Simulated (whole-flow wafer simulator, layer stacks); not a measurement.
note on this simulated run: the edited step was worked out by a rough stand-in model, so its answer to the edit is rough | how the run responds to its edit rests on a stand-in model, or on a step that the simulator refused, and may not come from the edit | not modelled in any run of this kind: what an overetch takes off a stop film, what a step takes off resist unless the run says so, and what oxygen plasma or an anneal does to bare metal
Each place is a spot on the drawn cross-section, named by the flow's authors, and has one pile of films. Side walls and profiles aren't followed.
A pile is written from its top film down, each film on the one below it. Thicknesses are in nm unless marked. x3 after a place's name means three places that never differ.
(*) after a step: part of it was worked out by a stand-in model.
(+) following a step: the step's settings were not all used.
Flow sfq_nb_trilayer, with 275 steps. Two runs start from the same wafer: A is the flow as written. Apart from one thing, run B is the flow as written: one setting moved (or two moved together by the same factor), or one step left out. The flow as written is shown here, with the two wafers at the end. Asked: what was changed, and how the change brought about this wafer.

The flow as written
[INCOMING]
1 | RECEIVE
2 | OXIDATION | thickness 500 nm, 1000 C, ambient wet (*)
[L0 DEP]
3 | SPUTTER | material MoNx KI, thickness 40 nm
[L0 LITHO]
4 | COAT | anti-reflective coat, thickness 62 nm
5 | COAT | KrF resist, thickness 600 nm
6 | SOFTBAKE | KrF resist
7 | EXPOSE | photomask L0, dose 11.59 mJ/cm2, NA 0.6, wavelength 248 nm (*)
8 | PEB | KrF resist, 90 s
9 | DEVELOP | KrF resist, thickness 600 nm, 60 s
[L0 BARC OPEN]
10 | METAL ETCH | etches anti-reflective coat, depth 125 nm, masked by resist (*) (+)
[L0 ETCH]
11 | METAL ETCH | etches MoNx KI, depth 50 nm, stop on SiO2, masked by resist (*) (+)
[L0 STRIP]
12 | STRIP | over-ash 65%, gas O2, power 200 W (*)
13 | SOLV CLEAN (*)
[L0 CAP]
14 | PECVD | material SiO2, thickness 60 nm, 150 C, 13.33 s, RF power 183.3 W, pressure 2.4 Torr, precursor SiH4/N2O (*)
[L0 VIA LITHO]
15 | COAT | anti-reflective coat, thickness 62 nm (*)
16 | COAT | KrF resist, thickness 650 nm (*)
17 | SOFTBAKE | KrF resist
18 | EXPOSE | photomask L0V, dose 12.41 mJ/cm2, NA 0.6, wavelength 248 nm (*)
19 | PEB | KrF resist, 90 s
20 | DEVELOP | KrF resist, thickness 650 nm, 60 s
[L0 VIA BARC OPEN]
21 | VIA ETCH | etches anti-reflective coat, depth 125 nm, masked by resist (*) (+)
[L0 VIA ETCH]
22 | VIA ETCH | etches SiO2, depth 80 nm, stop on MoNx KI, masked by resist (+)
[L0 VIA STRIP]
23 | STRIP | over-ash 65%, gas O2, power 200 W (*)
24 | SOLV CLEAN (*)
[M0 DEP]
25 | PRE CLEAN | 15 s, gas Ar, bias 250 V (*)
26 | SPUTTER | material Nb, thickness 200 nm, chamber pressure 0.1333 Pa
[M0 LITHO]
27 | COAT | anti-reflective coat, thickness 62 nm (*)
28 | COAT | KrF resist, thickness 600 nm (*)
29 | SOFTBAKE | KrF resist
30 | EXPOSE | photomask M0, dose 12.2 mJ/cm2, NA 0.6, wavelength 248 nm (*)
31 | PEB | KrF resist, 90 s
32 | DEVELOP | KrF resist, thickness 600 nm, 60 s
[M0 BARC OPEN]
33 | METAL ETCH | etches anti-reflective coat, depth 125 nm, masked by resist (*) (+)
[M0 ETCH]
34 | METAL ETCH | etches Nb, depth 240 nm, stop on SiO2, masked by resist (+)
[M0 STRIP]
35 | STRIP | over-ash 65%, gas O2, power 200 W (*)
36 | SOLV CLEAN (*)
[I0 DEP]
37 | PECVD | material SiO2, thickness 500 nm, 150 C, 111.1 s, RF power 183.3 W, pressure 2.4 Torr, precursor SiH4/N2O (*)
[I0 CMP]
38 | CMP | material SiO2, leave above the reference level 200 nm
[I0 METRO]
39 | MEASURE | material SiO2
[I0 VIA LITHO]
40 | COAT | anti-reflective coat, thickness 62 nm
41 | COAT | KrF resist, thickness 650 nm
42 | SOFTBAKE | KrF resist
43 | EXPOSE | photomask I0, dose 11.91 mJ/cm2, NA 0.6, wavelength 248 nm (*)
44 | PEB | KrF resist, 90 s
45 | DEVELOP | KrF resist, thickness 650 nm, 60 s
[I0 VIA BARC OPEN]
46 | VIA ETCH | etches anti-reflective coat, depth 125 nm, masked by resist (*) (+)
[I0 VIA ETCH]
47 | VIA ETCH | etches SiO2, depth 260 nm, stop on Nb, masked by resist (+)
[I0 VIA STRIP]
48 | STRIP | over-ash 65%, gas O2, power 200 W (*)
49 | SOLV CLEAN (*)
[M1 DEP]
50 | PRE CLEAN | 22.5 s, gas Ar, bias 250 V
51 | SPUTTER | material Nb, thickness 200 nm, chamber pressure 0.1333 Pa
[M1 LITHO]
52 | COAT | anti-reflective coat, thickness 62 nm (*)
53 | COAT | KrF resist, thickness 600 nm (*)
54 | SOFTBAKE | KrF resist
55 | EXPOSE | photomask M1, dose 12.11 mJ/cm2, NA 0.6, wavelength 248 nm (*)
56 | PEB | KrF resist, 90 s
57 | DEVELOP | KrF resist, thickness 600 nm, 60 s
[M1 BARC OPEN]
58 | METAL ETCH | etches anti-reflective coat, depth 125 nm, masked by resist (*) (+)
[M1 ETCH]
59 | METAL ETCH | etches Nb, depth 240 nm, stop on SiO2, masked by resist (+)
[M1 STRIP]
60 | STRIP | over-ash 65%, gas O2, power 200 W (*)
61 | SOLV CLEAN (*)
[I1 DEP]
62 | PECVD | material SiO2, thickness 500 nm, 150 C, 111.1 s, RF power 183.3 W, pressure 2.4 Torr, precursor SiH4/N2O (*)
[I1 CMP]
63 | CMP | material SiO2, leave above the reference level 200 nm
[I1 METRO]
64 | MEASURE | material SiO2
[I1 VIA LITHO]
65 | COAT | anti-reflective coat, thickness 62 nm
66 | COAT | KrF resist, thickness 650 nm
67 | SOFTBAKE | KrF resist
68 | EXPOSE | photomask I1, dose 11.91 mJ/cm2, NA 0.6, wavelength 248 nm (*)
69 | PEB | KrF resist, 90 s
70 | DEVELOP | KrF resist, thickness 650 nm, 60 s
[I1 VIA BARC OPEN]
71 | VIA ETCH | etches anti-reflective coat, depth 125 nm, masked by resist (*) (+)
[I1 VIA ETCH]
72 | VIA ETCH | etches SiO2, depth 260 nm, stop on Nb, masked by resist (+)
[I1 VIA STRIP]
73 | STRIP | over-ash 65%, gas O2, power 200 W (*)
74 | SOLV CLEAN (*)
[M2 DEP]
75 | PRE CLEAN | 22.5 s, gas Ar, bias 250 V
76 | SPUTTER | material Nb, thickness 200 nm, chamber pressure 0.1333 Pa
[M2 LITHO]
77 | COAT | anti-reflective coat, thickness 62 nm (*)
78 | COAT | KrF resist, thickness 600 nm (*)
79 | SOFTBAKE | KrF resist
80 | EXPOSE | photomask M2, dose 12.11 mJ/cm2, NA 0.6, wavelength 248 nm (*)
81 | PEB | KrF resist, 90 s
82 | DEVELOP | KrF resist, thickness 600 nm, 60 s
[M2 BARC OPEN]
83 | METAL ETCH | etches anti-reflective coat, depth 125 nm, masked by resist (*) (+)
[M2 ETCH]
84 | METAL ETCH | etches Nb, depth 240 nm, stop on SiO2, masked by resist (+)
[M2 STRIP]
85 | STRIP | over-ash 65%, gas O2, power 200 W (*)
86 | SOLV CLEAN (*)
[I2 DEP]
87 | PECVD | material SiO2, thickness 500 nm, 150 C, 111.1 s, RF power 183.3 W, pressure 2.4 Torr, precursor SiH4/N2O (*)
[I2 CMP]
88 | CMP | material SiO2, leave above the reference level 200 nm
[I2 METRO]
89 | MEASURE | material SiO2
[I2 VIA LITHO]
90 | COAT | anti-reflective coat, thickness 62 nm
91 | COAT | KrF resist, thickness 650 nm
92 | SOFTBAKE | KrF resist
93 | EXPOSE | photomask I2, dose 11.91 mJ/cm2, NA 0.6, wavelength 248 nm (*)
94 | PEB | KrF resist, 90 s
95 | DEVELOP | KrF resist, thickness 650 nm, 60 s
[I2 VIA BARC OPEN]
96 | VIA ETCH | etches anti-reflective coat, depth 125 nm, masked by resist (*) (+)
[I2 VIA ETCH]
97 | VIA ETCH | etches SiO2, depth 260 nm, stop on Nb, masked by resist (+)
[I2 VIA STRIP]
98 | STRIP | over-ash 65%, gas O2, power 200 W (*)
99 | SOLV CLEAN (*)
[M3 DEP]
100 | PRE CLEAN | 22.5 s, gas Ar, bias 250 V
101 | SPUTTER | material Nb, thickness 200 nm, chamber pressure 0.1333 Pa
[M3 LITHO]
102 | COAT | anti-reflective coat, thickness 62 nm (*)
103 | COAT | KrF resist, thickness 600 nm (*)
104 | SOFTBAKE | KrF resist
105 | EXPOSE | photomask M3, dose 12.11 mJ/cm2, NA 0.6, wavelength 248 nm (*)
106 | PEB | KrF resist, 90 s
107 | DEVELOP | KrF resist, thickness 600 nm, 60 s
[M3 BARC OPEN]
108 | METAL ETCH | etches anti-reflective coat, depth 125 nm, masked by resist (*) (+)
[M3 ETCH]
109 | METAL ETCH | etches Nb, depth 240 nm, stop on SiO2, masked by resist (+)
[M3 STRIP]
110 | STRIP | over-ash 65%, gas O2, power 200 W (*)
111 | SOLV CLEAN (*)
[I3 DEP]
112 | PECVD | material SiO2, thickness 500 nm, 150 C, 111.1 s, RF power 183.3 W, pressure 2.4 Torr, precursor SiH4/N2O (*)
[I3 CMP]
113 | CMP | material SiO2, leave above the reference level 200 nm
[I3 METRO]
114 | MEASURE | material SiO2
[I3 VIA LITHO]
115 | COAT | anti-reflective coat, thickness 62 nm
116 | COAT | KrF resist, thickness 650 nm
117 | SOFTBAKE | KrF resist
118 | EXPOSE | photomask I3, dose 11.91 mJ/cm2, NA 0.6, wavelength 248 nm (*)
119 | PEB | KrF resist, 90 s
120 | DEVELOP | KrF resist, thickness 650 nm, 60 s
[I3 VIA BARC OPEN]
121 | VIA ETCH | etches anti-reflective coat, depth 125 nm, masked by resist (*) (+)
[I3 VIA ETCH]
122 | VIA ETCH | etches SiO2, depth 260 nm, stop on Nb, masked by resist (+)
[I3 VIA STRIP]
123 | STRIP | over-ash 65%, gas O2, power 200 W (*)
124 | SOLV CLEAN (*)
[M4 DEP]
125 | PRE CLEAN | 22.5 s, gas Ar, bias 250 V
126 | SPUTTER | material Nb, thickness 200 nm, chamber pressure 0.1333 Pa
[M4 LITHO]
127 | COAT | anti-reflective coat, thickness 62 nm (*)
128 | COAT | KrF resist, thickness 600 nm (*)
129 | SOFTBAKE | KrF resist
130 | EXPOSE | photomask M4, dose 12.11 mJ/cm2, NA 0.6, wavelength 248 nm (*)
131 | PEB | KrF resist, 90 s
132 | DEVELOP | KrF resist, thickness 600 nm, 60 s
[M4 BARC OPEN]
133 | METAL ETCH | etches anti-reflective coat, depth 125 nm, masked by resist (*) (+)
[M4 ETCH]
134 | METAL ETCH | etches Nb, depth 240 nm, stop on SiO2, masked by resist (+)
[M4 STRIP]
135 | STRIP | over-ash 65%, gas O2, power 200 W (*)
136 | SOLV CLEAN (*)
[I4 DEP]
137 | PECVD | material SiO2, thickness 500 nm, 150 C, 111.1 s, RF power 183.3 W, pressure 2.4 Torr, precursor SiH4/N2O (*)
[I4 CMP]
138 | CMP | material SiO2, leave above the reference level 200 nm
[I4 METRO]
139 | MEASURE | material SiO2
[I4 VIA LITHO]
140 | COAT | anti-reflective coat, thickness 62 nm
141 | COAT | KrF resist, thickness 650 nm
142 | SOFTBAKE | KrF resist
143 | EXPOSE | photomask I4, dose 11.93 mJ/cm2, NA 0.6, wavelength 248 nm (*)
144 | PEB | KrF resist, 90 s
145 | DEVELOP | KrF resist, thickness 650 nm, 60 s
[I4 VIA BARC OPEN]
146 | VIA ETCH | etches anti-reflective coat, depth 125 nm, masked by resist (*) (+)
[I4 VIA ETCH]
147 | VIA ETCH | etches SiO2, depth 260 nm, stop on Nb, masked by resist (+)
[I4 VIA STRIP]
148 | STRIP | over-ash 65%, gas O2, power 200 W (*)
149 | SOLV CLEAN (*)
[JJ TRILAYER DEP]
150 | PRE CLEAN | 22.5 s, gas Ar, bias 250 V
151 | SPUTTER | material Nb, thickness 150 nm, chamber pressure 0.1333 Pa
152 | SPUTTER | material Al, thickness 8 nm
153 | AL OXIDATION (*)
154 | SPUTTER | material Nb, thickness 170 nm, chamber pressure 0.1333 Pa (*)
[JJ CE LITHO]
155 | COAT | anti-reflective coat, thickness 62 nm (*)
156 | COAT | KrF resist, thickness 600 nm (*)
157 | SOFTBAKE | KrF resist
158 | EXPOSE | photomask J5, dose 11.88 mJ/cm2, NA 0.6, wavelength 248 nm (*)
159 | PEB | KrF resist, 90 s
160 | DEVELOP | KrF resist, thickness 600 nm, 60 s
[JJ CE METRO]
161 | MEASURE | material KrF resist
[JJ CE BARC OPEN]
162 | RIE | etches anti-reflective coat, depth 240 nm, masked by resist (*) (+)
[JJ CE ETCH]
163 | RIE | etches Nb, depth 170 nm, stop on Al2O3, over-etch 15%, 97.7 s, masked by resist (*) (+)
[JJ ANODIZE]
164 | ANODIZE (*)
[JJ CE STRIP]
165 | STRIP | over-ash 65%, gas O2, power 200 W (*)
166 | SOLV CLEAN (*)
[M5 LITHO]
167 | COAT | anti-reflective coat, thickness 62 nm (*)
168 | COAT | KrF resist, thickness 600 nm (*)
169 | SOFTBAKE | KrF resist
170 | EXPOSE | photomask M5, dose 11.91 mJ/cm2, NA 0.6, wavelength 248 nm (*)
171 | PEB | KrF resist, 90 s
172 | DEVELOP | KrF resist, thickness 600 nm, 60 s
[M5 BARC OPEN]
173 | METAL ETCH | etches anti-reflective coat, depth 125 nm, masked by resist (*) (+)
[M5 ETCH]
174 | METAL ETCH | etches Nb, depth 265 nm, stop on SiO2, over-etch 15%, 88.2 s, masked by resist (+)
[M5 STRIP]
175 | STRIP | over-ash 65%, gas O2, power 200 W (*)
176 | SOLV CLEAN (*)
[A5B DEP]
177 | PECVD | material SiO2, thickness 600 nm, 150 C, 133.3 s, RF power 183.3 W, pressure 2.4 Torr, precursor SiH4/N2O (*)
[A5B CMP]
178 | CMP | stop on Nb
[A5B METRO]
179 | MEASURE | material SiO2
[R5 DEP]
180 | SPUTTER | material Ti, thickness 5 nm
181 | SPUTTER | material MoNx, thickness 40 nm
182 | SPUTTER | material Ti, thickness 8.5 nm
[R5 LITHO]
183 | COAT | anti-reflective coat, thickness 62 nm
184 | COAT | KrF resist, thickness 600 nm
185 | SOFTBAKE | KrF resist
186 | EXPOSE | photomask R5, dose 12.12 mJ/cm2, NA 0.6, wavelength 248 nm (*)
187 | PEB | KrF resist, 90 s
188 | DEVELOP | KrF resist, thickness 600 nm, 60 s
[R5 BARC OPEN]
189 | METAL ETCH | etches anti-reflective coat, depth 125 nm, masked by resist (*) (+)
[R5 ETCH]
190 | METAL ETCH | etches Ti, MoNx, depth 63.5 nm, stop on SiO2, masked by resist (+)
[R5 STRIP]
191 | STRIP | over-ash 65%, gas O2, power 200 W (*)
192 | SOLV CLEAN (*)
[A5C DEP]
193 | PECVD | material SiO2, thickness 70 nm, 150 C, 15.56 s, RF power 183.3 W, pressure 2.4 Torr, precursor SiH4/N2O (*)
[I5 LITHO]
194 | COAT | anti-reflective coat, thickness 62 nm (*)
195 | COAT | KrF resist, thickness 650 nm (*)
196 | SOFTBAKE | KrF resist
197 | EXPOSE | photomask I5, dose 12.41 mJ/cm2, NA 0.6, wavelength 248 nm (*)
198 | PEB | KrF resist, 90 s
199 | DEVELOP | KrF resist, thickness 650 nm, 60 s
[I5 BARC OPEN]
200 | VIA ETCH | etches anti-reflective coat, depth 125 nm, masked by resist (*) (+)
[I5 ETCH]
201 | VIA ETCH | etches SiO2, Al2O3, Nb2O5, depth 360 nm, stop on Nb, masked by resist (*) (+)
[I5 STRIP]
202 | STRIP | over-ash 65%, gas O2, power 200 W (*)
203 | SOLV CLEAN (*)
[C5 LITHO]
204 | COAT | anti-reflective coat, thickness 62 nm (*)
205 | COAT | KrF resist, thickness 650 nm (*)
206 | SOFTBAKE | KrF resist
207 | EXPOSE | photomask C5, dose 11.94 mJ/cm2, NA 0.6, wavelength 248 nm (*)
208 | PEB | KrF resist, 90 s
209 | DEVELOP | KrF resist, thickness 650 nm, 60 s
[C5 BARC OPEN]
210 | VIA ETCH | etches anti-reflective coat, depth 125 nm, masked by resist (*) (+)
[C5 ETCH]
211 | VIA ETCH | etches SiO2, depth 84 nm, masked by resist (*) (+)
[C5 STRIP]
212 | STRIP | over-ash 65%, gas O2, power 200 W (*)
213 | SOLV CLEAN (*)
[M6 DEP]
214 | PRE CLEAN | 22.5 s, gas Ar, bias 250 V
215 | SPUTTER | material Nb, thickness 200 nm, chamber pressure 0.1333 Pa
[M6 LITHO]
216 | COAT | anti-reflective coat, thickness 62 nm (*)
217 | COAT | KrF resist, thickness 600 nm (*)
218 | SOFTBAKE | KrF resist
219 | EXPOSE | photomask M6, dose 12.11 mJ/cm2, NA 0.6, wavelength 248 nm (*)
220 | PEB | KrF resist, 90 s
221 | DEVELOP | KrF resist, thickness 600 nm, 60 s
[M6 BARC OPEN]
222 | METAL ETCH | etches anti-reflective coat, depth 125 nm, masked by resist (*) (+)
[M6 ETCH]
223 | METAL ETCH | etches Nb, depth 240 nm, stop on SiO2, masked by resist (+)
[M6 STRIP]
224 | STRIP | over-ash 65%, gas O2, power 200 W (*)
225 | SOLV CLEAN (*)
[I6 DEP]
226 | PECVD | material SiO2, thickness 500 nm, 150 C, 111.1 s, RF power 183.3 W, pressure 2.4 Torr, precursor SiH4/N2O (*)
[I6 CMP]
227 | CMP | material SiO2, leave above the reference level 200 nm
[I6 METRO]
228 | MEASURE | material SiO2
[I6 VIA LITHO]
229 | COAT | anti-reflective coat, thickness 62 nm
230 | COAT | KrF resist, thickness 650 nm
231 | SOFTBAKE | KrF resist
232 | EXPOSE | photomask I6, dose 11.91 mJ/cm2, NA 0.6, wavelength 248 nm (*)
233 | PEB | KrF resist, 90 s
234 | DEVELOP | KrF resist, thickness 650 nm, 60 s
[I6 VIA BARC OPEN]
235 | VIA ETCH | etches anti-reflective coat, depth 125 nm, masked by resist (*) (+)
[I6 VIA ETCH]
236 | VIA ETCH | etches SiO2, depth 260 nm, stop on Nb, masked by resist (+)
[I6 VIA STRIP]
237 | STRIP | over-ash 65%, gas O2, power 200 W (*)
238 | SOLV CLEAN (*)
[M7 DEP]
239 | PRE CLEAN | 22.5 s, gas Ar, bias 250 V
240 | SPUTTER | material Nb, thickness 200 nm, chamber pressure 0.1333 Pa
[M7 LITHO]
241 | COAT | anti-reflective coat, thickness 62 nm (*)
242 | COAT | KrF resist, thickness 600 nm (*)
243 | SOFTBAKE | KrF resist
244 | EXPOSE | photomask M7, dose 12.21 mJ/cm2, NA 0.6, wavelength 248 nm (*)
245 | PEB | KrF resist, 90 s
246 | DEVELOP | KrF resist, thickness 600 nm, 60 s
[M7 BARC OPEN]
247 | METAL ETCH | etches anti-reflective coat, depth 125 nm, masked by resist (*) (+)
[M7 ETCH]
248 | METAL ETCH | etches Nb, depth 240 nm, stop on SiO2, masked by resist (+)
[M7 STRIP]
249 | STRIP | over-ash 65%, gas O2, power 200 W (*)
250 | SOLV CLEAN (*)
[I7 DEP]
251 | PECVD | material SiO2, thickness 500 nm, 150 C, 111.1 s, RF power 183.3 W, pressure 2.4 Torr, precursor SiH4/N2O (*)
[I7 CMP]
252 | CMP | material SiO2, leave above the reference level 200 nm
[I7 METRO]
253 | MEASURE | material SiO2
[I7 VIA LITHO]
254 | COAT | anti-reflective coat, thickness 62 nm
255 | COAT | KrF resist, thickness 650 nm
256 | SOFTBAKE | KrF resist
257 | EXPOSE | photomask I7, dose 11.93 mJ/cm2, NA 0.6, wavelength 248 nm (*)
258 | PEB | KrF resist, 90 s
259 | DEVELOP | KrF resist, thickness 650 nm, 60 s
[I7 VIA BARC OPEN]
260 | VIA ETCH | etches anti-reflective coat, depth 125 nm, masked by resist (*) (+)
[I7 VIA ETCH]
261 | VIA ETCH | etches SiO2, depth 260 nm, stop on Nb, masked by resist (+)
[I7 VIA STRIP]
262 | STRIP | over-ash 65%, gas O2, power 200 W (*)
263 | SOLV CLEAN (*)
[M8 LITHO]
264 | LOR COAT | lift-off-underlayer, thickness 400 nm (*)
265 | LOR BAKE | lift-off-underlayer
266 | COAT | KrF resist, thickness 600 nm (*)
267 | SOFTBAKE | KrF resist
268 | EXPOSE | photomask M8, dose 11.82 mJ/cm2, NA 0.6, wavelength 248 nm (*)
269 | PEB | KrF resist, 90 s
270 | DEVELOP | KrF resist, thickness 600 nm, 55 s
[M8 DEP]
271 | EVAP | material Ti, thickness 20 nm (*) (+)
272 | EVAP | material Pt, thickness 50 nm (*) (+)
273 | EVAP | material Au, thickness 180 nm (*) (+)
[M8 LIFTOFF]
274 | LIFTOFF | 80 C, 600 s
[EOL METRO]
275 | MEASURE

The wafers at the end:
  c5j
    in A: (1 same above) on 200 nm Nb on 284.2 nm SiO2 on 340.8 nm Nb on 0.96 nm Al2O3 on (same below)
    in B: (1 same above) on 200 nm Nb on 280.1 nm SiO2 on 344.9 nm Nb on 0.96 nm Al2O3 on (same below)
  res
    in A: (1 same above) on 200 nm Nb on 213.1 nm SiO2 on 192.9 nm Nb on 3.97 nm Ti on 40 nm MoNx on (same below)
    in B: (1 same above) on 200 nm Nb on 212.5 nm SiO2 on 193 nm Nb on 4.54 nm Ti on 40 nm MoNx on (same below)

Cause: step 211, VIA ETCH: depth 67.2 nm was run, though the flow has depth 84 nm.

How this came from the change, step by step:
  211 | VIA ETCH | etches SiO2, depth 84 nm, masked by resist (*) (+)
      c5j: A SiO2 loses 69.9 (all of it), Nb loses 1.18 | B SiO2 loses 67.2
      res: A SiO2 loses 69.9 (all of it) | B SiO2 loses 67.2
      (and at 104 other places as well)
  214 | PRE CLEAN | 22.5 s, gas Ar, bias 250 V
      c5j: A Nb loses 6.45 | B SiO2 loses 2.69 (all of it), Nb loses 4.68
      res: A Ti loses 4.53 | B SiO2 loses 2.66 (all of it), Ti loses 3.96
